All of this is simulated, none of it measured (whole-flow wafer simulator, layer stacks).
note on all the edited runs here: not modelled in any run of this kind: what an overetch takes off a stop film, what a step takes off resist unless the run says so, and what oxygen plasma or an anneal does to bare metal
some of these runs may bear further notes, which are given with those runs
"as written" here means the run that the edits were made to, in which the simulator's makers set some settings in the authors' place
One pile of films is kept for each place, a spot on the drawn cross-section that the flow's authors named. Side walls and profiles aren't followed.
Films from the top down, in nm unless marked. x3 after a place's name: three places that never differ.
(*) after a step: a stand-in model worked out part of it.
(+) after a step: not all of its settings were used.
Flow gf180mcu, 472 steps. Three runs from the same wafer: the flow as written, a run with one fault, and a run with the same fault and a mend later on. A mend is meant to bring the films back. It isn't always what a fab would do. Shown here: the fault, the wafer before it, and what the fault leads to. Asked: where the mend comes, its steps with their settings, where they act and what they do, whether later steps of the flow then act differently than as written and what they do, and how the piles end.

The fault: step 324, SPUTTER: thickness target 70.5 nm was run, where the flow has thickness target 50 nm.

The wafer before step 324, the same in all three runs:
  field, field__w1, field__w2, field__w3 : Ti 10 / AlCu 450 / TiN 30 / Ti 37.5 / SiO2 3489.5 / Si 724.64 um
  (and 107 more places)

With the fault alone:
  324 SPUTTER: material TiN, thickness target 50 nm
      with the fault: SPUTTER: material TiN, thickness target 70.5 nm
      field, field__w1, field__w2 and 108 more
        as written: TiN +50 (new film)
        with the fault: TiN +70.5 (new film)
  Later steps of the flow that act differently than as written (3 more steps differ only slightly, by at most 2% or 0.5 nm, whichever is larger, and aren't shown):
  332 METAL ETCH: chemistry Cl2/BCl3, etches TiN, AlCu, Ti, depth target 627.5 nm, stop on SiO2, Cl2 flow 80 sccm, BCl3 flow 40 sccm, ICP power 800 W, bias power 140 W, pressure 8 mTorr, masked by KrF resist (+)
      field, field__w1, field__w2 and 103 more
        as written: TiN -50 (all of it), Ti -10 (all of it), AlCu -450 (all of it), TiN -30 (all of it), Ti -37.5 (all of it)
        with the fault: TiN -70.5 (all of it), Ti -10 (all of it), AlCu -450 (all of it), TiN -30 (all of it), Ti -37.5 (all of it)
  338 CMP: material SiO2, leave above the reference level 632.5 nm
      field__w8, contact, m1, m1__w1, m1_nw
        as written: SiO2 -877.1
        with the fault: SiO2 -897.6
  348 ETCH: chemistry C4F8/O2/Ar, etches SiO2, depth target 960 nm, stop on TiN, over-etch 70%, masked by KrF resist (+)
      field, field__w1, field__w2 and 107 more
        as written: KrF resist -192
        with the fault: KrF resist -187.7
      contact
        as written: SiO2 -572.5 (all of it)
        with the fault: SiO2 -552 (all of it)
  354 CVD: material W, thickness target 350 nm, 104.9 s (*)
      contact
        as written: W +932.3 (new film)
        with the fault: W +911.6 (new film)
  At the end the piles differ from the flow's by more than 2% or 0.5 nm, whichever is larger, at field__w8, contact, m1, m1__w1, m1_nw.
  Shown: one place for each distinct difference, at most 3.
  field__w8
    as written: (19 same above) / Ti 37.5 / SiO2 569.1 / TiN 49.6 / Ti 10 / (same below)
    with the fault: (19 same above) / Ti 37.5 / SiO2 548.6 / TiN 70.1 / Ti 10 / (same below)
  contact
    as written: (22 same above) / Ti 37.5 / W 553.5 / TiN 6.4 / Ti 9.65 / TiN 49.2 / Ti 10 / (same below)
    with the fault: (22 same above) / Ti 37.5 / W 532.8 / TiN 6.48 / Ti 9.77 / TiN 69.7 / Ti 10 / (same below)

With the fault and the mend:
  The mend comes after step 331.
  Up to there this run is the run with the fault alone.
  331a STRIP: chemistry O2/N2, power 2160 W, pressure 1700 mTorr (*)
      field__w8, contact, m1, m1__w1, m1_nw
        KrF resist -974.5 (all of it)
  331b METAL ETCH: chemistry Cl2/BCl3, etches TiN, AlCu, Ti, depth target 20.5 nm, Cl2 flow 80 sccm, BCl3 flow 40 sccm, ICP power 800 W, bias power 140 W, pressure 8 mTorr (the flow's step 260 once more, with other settings)
      field, field__w1, field__w2 and 108 more
        TiN -20.5
  331c HMDS: 120 C, 60 s (the flow's step 326 once more)
      changes no film at any place that is followed
  331d COAT: KrF resist, thickness 1000 nm (the flow's step 327 once more)
      field, field__w1, field__w2 and 108 more
        KrF resist +1000 (new film)
  331e SOFTBAKE: KrF resist (the flow's step 328 once more)
      changes no film at any place that is followed
  331f EXPOSE: photomask Metal3 (the flow's step 329 once more)
      changes no film at any place that is followed
  331g PEB: KrF resist, 135 C, 90 s (the flow's step 330 once more)
      field, field__w1, field__w2 and 108 more
        KrF resist -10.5
  331h DEVELOP: thickness 1000 nm, 60 s (the flow's step 331 once more)
      field, field__w1, field__w2 and 103 more
        KrF resist -989.5 (all of it)
      field__w8, contact, m1, m1__w1, m1_nw
        KrF resist -14.9
  No later step of the flow acts differently than as written at any place that is followed.
  At the end the piles are the same as the flow's at every place that both follow.
